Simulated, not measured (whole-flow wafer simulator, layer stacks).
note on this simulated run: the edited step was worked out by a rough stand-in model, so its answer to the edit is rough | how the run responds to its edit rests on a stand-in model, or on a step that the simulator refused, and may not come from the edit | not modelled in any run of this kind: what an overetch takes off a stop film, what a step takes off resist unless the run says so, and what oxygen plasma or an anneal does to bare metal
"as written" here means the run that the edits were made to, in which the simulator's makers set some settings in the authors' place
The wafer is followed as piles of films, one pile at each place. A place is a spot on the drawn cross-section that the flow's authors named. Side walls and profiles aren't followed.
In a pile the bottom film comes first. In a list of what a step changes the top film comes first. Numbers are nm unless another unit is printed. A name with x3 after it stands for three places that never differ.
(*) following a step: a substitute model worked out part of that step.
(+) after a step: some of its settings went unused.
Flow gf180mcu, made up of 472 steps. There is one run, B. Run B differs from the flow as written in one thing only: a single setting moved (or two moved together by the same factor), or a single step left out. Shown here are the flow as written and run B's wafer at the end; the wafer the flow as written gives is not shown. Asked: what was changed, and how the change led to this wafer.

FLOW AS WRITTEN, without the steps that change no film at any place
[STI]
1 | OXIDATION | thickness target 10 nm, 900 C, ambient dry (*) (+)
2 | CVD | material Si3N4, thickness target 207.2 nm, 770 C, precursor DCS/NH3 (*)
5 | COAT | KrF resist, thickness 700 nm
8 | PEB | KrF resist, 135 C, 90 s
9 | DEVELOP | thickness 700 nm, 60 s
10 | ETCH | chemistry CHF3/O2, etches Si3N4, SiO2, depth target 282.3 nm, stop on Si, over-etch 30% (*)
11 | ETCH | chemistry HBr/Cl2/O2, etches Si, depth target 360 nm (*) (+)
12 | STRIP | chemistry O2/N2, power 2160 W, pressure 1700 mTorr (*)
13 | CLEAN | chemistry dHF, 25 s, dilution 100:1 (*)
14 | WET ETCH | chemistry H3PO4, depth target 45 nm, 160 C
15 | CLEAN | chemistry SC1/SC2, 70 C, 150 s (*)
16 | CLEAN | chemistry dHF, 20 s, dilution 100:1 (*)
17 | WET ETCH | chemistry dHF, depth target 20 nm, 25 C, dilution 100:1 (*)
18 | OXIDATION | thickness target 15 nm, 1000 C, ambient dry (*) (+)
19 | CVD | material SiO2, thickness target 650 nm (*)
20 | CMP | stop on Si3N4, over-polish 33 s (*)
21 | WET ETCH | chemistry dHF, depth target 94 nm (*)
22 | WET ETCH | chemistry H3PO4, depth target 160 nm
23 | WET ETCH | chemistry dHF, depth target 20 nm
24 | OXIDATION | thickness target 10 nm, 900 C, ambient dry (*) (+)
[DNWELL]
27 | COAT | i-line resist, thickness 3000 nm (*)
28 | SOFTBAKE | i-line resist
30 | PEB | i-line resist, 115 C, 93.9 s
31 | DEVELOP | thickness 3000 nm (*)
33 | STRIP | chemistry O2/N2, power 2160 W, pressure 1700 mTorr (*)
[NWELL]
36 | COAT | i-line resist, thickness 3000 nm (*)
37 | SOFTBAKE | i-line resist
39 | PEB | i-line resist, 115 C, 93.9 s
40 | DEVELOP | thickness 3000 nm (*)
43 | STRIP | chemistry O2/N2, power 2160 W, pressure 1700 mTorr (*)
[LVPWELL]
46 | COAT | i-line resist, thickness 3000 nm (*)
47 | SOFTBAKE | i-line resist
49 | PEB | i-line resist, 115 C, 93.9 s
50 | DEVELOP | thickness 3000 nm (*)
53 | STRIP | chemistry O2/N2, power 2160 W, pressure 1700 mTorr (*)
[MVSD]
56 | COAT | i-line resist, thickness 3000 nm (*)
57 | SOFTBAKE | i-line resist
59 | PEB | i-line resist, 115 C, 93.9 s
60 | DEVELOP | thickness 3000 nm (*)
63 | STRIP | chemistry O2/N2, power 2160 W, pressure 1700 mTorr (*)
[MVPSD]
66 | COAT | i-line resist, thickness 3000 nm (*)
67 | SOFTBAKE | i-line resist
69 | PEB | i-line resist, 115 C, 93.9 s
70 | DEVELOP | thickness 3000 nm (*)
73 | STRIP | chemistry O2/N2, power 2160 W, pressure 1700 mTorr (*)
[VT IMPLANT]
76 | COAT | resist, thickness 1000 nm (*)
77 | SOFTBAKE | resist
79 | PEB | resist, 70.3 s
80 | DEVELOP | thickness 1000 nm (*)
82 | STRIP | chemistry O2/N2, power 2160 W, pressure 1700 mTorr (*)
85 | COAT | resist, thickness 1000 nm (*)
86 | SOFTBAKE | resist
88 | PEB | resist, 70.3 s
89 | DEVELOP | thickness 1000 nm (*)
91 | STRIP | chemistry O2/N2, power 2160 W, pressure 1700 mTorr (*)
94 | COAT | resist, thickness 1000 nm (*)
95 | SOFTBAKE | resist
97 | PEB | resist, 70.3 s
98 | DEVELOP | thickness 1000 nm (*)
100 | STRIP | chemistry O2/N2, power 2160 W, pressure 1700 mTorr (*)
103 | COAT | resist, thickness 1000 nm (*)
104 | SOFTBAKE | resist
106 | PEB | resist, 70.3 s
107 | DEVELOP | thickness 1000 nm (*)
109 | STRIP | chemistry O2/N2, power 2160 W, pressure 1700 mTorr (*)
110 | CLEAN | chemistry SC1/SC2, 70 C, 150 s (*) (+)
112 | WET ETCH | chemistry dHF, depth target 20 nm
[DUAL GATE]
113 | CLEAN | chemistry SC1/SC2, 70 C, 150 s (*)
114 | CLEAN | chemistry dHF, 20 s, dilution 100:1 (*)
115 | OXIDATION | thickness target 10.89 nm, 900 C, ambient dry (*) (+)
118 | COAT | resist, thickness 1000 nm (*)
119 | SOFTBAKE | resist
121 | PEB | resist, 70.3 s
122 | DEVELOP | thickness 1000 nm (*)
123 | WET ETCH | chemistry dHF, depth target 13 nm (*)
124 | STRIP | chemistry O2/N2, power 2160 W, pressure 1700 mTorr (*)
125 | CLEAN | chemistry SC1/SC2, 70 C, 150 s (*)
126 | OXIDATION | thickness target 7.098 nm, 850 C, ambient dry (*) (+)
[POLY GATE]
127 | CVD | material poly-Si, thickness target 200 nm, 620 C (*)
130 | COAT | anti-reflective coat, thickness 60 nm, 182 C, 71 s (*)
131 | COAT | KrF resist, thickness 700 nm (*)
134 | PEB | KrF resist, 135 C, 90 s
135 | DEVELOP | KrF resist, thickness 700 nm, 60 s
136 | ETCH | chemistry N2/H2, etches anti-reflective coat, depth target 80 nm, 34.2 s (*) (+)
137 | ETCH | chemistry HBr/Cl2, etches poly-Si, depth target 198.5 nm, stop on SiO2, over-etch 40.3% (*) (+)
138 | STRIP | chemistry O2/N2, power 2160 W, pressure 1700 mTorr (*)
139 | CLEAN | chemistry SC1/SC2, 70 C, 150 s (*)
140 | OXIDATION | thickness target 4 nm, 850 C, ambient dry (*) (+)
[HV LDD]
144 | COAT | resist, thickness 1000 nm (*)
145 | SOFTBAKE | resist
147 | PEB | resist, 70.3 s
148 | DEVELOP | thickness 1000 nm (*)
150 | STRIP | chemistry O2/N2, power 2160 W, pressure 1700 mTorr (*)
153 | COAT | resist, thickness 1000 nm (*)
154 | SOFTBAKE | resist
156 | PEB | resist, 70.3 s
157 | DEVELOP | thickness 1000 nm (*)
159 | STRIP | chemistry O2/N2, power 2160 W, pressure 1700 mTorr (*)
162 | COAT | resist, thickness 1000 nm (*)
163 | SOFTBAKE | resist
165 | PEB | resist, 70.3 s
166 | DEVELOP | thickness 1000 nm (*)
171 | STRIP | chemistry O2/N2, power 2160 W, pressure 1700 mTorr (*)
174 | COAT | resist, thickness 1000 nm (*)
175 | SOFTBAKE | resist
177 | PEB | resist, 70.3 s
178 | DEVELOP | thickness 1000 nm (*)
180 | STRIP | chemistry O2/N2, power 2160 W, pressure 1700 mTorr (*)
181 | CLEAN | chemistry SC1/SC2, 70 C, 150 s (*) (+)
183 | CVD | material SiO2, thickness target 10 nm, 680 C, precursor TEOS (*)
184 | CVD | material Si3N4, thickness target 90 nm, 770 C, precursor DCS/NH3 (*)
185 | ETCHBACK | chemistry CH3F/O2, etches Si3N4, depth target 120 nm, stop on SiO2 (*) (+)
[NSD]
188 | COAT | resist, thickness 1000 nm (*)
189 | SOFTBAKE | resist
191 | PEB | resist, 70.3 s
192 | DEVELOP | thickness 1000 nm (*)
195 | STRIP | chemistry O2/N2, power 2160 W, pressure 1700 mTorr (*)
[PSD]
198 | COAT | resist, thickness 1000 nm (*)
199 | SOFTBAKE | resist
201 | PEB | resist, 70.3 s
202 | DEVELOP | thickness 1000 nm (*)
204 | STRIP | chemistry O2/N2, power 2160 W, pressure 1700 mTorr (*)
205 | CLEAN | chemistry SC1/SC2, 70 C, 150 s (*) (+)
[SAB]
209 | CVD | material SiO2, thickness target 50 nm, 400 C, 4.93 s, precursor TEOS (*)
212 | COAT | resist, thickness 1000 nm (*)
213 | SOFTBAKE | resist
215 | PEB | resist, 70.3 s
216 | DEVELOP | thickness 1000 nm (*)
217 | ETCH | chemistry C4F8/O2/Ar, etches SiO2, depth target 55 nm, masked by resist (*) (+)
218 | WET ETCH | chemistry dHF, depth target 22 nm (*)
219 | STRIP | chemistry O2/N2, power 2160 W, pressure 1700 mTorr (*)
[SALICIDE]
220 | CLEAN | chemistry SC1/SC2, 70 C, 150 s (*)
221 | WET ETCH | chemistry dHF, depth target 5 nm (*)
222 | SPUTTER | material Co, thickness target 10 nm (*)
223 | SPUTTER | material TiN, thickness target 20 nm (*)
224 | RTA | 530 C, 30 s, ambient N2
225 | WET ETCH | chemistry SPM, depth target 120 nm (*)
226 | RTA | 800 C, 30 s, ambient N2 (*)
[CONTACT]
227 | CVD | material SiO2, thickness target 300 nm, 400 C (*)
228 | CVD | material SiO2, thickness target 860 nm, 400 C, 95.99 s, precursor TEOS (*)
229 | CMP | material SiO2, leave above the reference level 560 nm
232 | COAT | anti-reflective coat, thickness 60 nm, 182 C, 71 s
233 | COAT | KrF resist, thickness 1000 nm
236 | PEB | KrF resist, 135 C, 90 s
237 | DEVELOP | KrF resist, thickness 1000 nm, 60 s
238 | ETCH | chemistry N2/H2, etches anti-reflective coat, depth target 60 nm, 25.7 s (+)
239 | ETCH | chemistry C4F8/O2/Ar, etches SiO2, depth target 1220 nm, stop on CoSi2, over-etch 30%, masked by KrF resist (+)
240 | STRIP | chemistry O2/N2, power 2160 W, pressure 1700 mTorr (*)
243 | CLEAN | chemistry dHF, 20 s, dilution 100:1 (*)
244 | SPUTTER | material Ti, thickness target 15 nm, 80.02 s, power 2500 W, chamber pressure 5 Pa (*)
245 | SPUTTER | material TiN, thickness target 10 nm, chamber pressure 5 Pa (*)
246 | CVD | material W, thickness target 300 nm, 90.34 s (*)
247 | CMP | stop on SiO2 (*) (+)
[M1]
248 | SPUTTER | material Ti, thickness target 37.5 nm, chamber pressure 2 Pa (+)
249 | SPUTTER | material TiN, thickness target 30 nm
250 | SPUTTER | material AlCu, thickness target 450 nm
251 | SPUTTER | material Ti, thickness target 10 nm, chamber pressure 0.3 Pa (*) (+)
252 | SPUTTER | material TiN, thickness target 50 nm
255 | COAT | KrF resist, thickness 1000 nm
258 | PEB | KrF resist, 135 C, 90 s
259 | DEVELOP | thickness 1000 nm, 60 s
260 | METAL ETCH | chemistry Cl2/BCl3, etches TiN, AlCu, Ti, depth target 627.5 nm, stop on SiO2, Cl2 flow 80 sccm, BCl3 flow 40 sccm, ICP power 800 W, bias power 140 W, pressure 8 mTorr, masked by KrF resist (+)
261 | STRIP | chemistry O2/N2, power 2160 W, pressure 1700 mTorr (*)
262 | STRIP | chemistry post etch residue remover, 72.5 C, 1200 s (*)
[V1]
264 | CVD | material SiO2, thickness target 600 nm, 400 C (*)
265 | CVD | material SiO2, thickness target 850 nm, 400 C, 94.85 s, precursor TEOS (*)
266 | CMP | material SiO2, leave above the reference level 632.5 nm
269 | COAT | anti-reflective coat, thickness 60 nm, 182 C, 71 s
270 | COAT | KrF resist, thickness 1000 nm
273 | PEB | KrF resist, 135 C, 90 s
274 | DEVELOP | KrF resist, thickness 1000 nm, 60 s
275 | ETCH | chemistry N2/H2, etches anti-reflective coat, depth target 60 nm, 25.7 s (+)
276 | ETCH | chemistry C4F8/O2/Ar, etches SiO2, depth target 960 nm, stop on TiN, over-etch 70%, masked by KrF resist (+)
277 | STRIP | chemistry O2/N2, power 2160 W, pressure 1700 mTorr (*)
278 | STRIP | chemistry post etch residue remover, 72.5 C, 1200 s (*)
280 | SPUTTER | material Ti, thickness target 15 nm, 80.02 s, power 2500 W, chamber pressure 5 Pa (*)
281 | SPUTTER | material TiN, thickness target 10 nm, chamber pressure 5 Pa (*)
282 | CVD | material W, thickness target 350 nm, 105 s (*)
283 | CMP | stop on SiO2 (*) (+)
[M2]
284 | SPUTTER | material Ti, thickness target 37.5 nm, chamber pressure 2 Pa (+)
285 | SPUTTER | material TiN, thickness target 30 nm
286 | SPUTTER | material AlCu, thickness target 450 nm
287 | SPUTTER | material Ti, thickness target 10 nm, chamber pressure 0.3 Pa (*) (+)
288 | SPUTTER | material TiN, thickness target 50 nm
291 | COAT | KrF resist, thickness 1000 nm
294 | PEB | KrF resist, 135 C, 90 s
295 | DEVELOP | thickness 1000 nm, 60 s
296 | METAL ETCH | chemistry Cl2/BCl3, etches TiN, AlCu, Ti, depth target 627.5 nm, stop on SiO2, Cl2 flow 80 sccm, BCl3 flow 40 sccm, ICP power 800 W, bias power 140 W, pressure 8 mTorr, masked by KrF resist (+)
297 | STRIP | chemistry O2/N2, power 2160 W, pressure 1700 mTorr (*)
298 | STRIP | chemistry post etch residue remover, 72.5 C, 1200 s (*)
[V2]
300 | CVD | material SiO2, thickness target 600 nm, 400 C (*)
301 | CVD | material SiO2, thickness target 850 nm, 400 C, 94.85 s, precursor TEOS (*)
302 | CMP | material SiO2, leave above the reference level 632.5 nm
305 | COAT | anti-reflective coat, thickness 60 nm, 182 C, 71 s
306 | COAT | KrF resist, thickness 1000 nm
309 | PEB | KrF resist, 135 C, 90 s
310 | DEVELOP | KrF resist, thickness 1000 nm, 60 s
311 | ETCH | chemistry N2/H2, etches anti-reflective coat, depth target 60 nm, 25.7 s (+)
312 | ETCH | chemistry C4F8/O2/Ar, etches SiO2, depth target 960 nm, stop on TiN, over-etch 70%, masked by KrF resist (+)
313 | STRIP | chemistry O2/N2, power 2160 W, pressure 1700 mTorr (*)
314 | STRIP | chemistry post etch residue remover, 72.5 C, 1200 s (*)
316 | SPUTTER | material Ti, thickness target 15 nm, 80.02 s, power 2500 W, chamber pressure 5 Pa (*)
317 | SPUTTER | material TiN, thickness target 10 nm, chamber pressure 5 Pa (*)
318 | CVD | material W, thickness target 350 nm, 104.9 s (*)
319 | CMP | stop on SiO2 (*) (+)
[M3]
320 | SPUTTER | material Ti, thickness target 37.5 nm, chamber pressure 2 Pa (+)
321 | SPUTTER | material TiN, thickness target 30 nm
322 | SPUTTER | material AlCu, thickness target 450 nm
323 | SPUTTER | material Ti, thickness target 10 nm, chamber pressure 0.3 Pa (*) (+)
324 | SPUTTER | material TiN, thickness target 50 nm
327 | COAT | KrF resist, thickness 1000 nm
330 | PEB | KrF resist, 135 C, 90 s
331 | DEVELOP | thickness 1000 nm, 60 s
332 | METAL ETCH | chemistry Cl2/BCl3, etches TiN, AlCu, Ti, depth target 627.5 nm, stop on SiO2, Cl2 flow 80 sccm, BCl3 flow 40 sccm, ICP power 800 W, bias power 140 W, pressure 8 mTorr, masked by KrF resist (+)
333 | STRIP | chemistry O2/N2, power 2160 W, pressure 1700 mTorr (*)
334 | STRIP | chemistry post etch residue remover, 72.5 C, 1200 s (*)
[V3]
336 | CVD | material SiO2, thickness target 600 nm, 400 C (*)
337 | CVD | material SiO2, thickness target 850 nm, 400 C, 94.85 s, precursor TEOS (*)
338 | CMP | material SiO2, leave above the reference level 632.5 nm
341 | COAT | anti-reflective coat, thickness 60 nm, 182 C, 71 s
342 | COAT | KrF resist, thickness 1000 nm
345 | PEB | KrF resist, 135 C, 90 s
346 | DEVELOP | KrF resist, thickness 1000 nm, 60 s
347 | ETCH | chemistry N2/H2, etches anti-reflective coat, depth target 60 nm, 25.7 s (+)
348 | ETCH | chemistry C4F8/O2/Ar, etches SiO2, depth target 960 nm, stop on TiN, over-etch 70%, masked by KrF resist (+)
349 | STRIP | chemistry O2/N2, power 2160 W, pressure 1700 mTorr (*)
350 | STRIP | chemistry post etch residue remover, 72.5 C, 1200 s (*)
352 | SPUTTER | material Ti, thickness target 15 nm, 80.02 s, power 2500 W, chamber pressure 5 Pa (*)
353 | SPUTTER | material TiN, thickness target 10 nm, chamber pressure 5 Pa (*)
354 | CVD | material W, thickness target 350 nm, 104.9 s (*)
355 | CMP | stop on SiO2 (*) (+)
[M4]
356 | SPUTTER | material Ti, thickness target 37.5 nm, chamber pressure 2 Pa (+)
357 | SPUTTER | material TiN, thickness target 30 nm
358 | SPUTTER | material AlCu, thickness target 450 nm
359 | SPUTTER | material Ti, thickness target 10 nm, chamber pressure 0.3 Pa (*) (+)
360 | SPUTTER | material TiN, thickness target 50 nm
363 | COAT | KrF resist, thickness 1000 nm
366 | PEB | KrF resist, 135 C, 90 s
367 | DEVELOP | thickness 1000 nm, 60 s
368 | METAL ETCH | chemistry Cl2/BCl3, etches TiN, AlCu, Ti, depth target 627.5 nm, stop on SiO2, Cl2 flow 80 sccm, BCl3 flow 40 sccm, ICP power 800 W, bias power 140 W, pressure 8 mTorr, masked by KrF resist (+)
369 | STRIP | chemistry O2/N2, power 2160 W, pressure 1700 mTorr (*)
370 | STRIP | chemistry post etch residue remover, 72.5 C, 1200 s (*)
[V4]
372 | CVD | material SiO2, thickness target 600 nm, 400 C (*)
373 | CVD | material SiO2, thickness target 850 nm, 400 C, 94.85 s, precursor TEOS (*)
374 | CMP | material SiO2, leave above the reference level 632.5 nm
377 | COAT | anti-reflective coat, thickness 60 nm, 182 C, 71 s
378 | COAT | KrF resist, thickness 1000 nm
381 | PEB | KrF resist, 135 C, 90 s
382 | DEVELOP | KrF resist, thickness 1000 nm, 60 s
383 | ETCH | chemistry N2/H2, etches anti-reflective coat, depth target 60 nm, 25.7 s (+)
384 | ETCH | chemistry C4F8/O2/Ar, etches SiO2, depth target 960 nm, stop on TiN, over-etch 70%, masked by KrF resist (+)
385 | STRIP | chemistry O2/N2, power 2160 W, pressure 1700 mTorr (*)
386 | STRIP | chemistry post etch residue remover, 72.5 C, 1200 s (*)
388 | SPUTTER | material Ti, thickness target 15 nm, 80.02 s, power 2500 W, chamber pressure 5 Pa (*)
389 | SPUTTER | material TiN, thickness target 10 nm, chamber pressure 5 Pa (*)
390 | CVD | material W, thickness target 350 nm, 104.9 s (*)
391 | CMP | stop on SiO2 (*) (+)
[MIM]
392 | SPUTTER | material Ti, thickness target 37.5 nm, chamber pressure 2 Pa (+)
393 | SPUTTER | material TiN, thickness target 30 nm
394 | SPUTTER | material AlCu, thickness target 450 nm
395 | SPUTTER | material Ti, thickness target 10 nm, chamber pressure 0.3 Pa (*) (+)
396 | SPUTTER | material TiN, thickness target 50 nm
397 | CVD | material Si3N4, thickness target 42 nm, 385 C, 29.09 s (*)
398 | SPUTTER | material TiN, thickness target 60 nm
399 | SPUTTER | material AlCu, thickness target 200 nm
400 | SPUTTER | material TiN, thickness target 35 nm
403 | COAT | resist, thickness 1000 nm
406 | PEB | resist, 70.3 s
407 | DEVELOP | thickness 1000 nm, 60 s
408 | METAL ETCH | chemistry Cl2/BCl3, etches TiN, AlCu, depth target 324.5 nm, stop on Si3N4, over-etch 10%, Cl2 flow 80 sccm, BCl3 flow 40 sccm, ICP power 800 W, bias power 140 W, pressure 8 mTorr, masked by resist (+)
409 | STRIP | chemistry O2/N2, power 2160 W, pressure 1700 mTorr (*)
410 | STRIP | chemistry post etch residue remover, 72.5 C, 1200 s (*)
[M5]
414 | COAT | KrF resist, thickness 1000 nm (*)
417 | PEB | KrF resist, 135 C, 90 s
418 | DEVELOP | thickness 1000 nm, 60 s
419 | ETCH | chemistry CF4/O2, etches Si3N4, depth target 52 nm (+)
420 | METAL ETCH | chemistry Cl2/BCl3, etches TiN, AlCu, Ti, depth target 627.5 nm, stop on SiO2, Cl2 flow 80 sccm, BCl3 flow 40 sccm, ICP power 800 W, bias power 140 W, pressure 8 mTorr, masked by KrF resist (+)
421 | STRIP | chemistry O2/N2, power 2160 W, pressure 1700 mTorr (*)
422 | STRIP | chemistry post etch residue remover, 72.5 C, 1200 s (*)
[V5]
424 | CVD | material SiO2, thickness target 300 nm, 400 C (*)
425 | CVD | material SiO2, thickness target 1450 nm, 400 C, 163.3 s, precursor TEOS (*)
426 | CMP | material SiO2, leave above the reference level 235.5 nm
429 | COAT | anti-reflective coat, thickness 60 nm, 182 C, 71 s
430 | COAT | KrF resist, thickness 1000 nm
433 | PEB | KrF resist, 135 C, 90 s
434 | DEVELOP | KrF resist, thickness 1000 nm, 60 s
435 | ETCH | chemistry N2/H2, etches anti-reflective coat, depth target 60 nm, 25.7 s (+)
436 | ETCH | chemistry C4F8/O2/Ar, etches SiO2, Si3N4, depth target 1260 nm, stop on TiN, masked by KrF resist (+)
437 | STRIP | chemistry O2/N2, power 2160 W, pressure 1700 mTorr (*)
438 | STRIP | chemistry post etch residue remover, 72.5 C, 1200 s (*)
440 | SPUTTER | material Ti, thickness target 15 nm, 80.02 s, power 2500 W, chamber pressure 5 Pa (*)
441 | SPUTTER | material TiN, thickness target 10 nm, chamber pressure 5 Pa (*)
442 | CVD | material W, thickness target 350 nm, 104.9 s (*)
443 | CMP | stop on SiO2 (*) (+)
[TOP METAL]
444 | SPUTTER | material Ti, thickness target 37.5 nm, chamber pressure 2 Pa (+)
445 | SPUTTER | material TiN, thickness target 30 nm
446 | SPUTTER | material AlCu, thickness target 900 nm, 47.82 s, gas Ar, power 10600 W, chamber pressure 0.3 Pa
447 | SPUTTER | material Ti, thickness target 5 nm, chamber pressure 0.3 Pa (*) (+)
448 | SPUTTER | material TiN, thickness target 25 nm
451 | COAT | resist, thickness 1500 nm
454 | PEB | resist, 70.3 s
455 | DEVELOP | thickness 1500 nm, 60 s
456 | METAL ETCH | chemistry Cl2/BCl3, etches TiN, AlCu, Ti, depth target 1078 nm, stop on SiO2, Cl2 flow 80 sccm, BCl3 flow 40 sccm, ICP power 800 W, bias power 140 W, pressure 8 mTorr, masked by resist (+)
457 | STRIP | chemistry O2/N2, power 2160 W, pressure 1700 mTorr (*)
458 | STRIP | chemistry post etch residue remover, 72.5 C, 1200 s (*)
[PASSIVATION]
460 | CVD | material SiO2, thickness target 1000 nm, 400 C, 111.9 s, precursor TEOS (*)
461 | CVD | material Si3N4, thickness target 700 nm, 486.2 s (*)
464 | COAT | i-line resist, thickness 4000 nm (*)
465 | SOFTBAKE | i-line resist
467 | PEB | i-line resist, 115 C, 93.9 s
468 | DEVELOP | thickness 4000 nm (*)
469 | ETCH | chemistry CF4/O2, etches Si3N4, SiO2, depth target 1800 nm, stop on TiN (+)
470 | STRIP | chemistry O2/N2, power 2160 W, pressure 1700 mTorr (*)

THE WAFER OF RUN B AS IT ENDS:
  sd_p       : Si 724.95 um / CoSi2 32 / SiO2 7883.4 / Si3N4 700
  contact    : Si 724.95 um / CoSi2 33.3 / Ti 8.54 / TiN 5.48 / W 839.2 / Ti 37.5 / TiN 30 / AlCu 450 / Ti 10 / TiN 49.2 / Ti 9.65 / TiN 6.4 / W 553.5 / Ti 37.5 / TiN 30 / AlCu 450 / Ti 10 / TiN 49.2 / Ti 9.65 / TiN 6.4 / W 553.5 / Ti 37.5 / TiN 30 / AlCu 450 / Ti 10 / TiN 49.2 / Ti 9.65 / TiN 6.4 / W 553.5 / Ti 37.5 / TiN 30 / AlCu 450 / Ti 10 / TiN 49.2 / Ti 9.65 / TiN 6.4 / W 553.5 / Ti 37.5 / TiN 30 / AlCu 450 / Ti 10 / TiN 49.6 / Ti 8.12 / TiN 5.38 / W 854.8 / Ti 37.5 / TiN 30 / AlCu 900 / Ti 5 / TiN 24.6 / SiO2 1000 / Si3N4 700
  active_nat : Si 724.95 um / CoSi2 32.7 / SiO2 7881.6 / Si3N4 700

What caused this: step 185, ETCHBACK: depth target 179 nm was run, whereas the flow has depth target 120 nm.

How this came from the change, step by step:
  185 | ETCHBACK | chemistry CH3F/O2, etches Si3N4, depth target 120 nm, stop on SiO2 (*) (+)
      field, field__w1, field__w2 and 100 more: Si3N4 loses 90 (all of it), SiO2 loses 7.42 (it would be, as written: Si3N4 loses 90 (all of it), SiO2 loses 2.5)
  189 | SOFTBAKE | resist
      field: resist loses 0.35 (it would be, as written: resist gains 3.56)
      field_sub__w1: resist gains 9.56 (it would be, as written: resist gains 7.47)
      (also at 2 further places)
  199 | SOFTBAKE | resist
      field: resist loses 0.35 (it would be, as written: resist gains 3.56)
      field_sub__w1: resist gains 9.56 (it would be, as written: resist gains 7.47)
      (also at 2 further places)
  213 | SOFTBAKE | resist
      field__w5: resist gains 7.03 (it would be, as written: resist gains 7.65)
      field__w7: resist gains 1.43 (it would be, as written: resist gains 1.97)
      (also at 4 further places)
  218 | WET ETCH | chemistry dHF, depth target 22 nm (*)
      gate, gate_hv, gate_p and 23 more: SiO2 loses 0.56 (all of it) (it would be, as written: SiO2 loses 5.48 (all of it))
      active, p_well, sd_n, iso_ptap_pw, iso_ntap_nw, iso_ptap_sub, vpnp_e: SiO2 loses 4.09 (all of it) (it would be, as written: SiO2 loses 9.01 (all of it))
      (also at 16 further places)
  222 | SPUTTER | material Co, thickness target 10 nm (*)
      field__w2: Co gains 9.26 (new film) (it would be, as written: Co gains 8.65 (new film))
      field__w3: Co gains 8.85 (new film) (it would be, as written: Co gains 8.06 (new film))
      (also at 3 further places)
  223 | SPUTTER | material TiN, thickness target 20 nm (*)
      field__w2: TiN gains 18.1 (new film) (it would be, as written: TiN gains 17 (new film))
      field__w3: TiN gains 17.3 (new film) (it would be, as written: TiN gains 15.7 (new film))
      (also at 4 further places)
  224 | RTA | 530 C, 30 s, ambient N2
      ld_sd_n: under 1 film: CoSi gains 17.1 (new film), Co loses 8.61 (all of it), Si loses 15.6 (it would be, as written: under 1 film: CoSi gains 16.1 (new film), Co loses 8.09 (all of it), Si loses 14.7)
      ld_drn_n: under 1 film: CoSi gains 18.7 (new film), Co loses 9.39 (all of it), Si loses 17 (it would be, as written: under 1 film: CoSi gains 17.9 (new film), Co loses 9.02 (all of it), Si loses 16.4)
      (also at 2 further places)
  225 | WET ETCH | chemistry SPM, depth target 120 nm (*)
      field__w2: TiN loses 18.1 (all of it), Co loses 9.26 (all of it) (it would be, as written: TiN loses 17 (all of it), Co loses 8.65 (all of it))
      field__w3: TiN loses 17.3 (all of it), Co loses 8.85 (all of it) (it would be, as written: TiN loses 15.7 (all of it), Co loses 8.06 (all of it))
      (also at 4 further places)
  226 | RTA | 800 C, 30 s, ambient N2 (*)
      active_nat: CoSi2 gains 32.7 (new film), CoSi loses 18.6 (all of it), Si loses 17 (it would be, as written: CoSi2 gains 31.8 (new film), CoSi loses 18.1 (all of it), Si loses 16.5)
      ld_sd_n: CoSi2 gains 30.1 (new film), CoSi loses 17.1 (all of it), Si loses 15.6 (it would be, as written: CoSi2 gains 28.3 (new film), CoSi loses 16.1 (all of it), Si loses 14.7)
      (also at 3 further places)
  229 | CMP | material SiO2, leave above the reference level 560 nm
      field__w2: SiO2 loses 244 (it would be, as written: SiO2 loses 250)
      field__w3: SiO2 loses 226.2 (it would be, as written: SiO2 loses 232.3)
      (also at 5 further places)
